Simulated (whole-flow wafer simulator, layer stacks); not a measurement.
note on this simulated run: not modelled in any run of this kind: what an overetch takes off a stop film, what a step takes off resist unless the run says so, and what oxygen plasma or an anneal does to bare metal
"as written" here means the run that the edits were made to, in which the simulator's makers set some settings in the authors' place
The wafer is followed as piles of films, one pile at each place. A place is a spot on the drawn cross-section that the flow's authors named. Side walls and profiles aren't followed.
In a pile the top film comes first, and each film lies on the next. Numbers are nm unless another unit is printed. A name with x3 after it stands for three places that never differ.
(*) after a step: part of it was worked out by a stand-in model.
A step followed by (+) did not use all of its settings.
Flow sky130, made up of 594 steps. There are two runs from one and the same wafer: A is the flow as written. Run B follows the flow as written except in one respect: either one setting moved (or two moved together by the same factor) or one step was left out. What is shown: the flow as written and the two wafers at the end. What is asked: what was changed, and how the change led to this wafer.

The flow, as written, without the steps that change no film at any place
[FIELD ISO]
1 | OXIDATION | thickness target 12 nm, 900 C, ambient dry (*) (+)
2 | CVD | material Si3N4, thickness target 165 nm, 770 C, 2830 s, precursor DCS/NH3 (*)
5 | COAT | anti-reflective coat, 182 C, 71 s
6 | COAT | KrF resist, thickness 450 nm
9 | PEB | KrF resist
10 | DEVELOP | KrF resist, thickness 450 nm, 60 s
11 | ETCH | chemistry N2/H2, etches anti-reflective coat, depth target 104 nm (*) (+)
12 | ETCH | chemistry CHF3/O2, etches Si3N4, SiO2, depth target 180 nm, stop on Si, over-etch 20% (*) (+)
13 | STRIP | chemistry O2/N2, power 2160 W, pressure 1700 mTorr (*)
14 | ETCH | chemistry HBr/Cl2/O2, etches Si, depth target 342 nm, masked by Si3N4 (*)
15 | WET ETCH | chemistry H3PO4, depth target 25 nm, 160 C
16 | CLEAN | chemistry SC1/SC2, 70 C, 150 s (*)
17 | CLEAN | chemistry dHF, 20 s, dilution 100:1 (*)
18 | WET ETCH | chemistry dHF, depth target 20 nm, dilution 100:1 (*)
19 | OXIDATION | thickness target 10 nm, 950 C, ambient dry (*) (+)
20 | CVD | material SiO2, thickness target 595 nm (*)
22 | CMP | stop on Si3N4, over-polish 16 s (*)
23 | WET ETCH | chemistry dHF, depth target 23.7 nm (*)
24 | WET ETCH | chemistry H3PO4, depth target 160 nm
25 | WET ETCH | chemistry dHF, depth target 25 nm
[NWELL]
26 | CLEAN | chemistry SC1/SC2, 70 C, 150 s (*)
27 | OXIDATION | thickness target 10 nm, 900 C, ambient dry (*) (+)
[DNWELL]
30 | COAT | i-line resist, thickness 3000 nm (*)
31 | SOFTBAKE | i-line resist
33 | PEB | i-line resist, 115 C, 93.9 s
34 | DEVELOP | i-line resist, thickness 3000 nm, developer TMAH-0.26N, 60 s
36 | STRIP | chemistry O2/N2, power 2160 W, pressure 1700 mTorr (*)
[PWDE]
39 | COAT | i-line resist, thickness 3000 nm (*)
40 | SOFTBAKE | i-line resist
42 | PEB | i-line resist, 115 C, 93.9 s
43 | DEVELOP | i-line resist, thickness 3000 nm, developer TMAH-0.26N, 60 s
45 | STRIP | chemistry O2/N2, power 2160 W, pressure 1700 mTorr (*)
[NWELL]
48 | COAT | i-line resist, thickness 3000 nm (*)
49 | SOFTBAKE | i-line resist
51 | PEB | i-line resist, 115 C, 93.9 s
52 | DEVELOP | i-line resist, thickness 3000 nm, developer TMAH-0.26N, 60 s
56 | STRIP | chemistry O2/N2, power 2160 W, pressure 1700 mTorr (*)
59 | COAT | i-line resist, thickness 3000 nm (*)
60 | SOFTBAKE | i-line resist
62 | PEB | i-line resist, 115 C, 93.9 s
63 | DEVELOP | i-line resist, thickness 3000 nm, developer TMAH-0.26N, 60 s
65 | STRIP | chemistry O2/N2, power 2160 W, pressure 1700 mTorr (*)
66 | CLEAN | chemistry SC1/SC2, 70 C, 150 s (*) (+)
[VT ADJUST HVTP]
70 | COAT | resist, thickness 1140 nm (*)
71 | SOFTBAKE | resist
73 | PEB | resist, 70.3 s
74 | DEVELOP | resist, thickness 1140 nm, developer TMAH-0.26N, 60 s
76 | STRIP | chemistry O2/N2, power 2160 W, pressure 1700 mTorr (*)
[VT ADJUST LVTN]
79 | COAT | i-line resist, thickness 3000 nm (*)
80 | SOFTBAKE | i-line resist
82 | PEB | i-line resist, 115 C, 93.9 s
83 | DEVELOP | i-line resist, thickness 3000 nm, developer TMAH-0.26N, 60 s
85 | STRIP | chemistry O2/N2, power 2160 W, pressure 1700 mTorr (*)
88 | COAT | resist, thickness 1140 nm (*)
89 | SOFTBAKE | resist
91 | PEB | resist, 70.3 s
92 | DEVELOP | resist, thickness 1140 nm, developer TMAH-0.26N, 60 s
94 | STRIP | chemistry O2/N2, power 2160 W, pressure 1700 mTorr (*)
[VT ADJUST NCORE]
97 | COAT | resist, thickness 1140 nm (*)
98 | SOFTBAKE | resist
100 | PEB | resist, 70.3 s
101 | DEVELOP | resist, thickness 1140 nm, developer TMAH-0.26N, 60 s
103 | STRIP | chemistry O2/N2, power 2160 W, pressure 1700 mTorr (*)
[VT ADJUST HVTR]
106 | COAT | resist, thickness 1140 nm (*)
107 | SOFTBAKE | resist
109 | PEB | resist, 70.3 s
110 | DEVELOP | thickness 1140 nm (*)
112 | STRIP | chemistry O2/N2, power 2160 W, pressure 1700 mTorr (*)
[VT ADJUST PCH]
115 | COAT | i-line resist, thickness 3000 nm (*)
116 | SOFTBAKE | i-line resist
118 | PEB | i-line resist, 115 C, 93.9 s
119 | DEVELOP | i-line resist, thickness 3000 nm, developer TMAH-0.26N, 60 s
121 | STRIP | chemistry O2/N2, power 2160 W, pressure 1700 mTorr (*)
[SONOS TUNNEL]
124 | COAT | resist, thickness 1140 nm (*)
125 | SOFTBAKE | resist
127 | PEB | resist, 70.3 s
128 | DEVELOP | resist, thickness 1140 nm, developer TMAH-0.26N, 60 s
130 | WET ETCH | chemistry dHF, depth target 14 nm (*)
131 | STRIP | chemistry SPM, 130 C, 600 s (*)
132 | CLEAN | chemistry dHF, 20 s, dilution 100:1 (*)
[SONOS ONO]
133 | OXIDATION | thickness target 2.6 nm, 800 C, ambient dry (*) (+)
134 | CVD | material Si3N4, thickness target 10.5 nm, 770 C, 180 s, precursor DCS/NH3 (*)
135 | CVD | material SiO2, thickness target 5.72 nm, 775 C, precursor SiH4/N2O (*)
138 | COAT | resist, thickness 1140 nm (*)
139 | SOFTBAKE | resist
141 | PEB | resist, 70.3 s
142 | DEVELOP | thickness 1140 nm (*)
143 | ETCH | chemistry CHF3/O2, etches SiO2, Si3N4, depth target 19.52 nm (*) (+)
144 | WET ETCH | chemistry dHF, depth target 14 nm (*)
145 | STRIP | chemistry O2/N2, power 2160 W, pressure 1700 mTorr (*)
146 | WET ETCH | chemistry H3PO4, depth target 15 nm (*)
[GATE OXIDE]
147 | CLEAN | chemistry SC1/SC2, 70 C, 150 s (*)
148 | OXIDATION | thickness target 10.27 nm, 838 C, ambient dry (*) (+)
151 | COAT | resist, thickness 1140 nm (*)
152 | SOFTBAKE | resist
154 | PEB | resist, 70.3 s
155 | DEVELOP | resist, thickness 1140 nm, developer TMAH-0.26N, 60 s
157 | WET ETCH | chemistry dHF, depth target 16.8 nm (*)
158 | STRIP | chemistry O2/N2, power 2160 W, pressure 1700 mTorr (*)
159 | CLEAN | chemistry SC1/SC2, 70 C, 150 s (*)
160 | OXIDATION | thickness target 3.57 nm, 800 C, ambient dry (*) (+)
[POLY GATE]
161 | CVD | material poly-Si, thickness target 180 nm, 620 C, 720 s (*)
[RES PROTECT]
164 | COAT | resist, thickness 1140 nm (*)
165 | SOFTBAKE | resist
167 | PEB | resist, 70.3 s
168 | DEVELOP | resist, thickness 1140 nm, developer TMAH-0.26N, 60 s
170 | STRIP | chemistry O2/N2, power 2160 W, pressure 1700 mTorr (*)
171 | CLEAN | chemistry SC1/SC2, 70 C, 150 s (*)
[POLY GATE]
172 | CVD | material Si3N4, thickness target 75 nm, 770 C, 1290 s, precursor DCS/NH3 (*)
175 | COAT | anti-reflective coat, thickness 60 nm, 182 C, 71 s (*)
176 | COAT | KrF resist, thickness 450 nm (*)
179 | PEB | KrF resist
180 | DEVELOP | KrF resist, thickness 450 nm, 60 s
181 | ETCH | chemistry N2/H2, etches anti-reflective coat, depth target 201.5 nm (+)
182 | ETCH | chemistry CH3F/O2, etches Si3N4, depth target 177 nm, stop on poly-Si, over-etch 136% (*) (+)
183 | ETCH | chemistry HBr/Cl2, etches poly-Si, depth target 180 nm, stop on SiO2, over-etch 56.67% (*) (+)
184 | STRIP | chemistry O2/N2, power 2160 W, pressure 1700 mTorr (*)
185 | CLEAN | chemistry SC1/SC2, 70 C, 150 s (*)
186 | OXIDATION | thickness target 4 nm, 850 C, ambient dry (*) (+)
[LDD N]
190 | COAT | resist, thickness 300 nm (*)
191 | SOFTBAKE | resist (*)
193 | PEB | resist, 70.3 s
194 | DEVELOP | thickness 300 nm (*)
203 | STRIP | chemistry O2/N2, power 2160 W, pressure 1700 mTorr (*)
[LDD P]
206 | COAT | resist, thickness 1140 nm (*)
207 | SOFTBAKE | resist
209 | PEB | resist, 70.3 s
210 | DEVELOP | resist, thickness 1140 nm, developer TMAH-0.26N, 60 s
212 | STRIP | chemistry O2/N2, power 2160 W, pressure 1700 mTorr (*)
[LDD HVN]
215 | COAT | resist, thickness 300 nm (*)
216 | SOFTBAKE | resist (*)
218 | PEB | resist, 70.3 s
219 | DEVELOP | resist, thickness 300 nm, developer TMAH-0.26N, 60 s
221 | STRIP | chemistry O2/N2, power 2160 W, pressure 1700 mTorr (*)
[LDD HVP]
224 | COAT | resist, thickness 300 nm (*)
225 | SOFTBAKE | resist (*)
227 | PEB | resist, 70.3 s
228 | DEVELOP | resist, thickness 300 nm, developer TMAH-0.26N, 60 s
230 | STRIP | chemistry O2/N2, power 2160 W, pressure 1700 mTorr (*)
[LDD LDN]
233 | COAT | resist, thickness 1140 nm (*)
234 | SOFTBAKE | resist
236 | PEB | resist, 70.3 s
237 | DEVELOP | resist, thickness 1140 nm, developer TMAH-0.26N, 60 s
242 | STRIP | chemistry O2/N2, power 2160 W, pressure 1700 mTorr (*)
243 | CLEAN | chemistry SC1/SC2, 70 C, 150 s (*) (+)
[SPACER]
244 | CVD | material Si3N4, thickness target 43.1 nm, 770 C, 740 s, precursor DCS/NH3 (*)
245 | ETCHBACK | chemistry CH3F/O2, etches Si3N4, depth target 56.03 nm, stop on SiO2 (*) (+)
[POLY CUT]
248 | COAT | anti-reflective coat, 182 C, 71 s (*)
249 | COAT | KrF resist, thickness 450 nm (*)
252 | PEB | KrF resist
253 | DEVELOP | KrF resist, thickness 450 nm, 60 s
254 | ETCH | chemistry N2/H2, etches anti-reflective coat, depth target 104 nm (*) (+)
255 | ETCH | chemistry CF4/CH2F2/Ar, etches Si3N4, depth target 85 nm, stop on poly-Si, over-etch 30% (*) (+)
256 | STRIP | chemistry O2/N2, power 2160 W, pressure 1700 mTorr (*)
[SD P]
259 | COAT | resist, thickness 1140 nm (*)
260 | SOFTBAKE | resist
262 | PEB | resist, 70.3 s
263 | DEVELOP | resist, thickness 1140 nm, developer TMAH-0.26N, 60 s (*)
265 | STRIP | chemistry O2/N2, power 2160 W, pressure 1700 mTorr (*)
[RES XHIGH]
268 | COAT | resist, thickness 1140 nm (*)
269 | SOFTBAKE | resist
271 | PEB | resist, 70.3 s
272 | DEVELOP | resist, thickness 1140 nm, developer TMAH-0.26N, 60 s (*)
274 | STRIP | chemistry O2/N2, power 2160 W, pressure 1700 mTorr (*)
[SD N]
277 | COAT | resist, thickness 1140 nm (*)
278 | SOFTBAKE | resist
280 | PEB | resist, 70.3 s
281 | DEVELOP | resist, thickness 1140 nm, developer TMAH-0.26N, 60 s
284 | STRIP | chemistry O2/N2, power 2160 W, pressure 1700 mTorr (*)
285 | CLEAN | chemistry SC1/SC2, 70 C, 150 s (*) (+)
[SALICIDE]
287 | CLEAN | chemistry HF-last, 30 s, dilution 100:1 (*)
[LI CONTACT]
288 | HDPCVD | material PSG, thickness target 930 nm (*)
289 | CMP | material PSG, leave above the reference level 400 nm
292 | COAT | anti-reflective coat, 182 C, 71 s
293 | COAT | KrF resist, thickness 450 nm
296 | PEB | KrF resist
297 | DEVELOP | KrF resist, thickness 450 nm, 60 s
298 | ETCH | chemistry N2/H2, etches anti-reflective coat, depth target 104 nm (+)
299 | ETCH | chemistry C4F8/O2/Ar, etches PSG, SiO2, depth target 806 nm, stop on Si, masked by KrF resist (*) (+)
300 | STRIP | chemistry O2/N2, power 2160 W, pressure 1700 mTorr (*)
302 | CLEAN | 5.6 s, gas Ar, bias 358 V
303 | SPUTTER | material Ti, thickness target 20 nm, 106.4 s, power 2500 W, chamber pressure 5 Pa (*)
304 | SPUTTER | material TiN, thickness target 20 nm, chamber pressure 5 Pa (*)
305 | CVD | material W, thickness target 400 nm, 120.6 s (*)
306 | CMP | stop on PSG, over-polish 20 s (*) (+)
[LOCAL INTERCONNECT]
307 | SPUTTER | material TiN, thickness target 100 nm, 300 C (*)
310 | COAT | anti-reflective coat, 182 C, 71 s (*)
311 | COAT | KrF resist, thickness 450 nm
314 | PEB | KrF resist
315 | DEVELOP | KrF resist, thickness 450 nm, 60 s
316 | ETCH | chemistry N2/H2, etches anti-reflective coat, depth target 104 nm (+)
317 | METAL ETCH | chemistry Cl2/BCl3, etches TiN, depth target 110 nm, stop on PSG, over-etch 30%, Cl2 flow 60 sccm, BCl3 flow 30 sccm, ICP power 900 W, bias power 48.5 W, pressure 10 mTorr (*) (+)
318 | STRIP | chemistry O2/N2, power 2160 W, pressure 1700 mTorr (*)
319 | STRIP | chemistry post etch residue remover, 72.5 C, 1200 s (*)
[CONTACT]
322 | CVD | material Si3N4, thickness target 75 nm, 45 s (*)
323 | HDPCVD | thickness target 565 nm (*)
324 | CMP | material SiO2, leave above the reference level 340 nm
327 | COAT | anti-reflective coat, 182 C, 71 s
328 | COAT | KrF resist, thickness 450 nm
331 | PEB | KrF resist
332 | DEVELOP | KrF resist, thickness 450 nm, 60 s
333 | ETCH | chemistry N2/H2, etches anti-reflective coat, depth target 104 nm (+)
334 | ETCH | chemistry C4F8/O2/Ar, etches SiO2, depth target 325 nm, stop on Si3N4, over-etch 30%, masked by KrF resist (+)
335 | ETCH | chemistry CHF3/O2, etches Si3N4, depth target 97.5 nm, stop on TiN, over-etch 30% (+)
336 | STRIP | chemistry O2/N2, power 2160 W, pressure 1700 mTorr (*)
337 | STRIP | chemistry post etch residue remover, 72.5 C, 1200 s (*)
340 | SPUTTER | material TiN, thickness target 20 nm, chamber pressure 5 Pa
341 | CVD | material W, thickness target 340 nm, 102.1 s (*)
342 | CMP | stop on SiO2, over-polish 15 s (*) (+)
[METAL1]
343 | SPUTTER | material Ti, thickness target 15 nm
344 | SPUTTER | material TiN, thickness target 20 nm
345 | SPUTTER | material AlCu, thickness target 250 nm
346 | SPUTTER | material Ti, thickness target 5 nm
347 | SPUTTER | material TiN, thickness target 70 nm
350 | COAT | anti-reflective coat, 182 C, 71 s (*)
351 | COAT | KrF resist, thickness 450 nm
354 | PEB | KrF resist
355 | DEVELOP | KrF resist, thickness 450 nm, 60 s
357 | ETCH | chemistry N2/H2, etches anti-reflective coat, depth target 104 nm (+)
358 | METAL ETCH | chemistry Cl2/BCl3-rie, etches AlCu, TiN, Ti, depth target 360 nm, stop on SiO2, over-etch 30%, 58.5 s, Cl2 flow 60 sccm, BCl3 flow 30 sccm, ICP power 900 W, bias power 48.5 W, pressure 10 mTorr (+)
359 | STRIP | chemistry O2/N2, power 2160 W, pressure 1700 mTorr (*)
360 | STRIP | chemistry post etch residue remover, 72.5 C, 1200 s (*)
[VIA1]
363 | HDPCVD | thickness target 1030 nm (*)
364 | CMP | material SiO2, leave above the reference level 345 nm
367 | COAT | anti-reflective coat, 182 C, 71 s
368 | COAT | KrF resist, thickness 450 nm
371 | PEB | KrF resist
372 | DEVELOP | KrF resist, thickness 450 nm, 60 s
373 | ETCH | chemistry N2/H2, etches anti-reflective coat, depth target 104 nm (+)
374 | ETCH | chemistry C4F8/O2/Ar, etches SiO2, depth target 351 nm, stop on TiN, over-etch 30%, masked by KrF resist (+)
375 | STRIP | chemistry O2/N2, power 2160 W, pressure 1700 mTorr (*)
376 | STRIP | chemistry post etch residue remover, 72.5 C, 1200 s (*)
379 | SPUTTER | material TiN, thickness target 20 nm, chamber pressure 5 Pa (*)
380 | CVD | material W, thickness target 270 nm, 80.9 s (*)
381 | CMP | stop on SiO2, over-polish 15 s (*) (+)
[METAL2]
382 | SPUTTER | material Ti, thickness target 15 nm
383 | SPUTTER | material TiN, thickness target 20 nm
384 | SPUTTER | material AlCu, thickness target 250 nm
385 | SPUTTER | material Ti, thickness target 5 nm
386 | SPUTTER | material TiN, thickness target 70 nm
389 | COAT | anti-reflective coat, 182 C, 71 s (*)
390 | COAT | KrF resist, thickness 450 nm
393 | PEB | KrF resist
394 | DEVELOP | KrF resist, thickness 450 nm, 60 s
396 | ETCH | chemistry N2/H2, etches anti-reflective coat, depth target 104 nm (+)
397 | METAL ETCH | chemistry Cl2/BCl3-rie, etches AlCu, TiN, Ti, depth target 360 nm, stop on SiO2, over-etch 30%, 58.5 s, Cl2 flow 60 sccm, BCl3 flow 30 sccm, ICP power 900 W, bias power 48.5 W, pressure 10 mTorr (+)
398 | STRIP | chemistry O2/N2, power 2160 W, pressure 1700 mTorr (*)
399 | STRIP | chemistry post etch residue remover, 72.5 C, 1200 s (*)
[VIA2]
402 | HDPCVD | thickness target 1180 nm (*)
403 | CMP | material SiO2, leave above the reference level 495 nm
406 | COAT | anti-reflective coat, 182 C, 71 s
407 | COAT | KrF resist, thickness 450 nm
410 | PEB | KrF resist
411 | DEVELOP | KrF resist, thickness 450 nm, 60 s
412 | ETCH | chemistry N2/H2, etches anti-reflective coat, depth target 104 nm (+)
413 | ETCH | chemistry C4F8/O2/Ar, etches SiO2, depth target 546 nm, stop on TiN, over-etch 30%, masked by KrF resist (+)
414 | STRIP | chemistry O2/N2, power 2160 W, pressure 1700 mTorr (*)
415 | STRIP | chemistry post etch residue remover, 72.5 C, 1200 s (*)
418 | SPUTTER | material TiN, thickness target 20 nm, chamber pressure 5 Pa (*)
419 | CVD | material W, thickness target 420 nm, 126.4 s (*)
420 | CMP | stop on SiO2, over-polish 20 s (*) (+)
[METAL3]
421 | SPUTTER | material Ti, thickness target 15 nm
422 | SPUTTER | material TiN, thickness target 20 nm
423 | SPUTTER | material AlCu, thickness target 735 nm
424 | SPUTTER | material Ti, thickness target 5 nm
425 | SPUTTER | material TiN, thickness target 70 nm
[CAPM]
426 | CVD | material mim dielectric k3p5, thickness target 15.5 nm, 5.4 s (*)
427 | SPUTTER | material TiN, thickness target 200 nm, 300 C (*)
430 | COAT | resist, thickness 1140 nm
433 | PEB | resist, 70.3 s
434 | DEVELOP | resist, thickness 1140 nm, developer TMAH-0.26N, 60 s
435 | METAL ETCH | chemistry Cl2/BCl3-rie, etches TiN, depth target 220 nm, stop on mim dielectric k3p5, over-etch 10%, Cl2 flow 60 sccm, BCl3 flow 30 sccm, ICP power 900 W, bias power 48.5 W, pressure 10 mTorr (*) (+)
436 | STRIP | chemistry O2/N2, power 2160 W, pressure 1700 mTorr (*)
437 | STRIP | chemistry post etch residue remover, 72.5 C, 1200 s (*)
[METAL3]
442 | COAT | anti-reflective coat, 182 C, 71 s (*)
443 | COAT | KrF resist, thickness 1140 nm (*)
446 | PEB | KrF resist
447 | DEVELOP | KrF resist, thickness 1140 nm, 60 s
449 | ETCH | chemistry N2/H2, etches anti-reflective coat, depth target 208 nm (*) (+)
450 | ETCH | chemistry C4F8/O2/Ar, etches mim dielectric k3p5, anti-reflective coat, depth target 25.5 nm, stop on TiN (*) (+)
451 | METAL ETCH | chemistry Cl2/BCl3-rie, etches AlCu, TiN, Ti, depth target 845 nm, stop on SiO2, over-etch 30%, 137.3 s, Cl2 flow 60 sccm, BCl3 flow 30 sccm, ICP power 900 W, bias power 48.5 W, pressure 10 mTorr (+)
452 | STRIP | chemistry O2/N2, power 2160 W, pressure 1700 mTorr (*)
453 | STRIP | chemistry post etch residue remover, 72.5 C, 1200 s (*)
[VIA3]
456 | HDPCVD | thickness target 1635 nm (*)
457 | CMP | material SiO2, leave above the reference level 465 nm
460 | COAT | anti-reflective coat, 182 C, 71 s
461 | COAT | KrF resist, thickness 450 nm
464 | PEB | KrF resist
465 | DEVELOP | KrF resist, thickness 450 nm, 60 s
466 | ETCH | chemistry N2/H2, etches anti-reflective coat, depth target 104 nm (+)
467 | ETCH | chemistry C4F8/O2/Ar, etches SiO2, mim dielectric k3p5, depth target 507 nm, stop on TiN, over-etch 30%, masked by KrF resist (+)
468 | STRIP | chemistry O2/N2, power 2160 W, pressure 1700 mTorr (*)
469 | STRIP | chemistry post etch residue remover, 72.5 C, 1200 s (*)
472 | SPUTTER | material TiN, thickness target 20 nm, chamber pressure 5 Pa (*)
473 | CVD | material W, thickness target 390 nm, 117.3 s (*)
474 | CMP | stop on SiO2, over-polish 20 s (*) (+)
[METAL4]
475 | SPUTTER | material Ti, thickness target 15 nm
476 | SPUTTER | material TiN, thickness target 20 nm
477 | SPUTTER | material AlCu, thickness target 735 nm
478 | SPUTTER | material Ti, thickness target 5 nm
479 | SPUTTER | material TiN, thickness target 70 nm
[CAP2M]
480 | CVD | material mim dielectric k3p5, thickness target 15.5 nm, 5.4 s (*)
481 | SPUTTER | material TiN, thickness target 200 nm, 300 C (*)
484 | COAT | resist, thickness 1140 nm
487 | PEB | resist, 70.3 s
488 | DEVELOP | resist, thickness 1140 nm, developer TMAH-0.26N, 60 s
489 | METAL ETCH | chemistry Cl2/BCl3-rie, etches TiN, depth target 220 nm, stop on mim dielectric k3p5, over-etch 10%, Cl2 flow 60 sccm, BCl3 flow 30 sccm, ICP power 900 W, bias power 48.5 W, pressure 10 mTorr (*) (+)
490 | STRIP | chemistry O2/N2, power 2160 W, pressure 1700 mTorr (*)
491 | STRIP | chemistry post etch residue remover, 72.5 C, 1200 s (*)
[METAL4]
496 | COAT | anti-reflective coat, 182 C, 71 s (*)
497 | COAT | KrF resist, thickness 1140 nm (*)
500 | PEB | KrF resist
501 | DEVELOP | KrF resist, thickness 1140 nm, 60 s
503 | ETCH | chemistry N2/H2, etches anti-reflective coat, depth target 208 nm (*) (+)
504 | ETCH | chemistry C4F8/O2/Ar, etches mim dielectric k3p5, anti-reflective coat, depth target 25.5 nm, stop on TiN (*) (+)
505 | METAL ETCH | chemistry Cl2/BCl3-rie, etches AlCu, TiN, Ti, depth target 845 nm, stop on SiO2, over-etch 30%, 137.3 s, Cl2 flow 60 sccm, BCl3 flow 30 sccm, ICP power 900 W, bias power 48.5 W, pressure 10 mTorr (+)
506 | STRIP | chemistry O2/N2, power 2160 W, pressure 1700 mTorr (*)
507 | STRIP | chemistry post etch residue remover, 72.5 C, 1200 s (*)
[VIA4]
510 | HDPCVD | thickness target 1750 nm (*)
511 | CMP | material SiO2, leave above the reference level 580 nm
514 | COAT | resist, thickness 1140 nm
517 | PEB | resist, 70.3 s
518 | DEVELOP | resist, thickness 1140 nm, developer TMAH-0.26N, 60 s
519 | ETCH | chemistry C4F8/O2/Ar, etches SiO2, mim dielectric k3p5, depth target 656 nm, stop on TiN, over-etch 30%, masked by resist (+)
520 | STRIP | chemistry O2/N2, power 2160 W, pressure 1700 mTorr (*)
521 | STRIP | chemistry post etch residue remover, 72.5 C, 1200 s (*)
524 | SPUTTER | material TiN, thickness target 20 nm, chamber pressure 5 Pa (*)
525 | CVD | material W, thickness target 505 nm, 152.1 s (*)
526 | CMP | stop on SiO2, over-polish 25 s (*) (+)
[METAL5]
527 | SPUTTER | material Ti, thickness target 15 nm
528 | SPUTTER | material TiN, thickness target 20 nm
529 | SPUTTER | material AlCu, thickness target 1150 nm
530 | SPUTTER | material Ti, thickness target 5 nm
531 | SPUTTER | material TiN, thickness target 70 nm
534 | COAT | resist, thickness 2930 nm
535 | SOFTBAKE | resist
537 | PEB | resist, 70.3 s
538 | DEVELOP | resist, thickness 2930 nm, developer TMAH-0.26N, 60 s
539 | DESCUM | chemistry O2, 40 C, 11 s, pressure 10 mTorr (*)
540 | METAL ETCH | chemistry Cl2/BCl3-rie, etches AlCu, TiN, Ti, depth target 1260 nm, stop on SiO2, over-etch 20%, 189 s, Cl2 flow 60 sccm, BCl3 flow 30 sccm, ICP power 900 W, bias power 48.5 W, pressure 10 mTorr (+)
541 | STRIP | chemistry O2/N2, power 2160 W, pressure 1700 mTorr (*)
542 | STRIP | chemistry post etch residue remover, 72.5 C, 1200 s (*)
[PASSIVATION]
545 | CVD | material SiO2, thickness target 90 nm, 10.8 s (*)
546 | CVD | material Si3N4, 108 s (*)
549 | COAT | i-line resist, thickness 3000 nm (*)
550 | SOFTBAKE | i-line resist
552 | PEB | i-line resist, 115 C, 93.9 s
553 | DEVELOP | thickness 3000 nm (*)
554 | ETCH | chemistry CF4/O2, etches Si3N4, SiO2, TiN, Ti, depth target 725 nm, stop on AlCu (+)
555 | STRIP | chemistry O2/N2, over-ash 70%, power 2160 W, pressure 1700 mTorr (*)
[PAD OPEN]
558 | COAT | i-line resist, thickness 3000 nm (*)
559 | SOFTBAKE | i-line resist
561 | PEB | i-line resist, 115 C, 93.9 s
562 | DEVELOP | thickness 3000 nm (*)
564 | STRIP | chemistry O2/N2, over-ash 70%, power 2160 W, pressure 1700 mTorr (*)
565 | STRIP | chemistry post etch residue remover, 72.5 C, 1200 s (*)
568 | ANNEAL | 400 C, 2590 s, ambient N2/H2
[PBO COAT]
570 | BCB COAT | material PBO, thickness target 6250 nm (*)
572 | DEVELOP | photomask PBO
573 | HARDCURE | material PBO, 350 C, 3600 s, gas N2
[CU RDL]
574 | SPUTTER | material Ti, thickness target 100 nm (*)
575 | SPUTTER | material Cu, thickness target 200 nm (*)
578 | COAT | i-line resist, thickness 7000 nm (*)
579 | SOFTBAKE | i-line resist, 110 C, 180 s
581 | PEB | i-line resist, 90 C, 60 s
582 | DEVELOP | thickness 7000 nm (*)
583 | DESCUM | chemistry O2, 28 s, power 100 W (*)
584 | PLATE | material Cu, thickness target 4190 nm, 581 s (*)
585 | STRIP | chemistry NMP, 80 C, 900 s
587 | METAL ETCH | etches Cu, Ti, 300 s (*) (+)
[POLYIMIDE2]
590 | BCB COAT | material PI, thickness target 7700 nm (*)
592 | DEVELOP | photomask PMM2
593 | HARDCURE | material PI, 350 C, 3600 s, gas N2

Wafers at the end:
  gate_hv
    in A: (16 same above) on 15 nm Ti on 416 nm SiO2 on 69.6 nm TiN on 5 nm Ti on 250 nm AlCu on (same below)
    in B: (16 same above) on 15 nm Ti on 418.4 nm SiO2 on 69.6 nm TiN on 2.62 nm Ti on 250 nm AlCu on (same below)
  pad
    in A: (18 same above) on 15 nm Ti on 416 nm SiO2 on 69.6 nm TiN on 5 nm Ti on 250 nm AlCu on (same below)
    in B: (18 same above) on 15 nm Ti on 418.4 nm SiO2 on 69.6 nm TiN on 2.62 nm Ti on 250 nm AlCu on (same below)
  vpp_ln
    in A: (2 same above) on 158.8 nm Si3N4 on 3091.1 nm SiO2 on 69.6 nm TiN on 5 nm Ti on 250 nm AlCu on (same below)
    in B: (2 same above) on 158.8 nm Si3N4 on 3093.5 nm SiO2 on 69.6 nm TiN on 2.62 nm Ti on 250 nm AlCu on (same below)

Cause: step 385, SPUTTER: thickness target 2.62 nm was run, whereas the flow has thickness target 5 nm.
The wafer lets one read it off: gate_hv has Ti 2.62, and step 385 as written asks for 5 nm.

How this came from the change, step by step:
  385 | SPUTTER | material Ti, thickness target 5 nm
      field, active, n_well and 188 more: A +5 Ti (new film) | B +2.62 Ti (new film)
  397 | METAL ETCH | chemistry Cl2/BCl3-rie, etches AlCu, TiN, Ti, depth target 360 nm, stop on SiO2, over-etch 30%, 58.5 s, Cl2 flow 60 sccm, BCl3 flow 30 sccm, ICP power 900 W, bias power 48.5 W, pressure 10 mTorr (+)
      field, active, gate and 82 more: A -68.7 TiN (all of it), -5 Ti (all of it), -250 AlCu (all of it), -20 TiN (all of it), -15 Ti (all of it), -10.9 SiO2 | B -68.7 TiN (all of it), -2.62 Ti (all of it), -250 AlCu (all of it), -20 TiN (all of it), -15 Ti (all of it), -11.2 SiO2
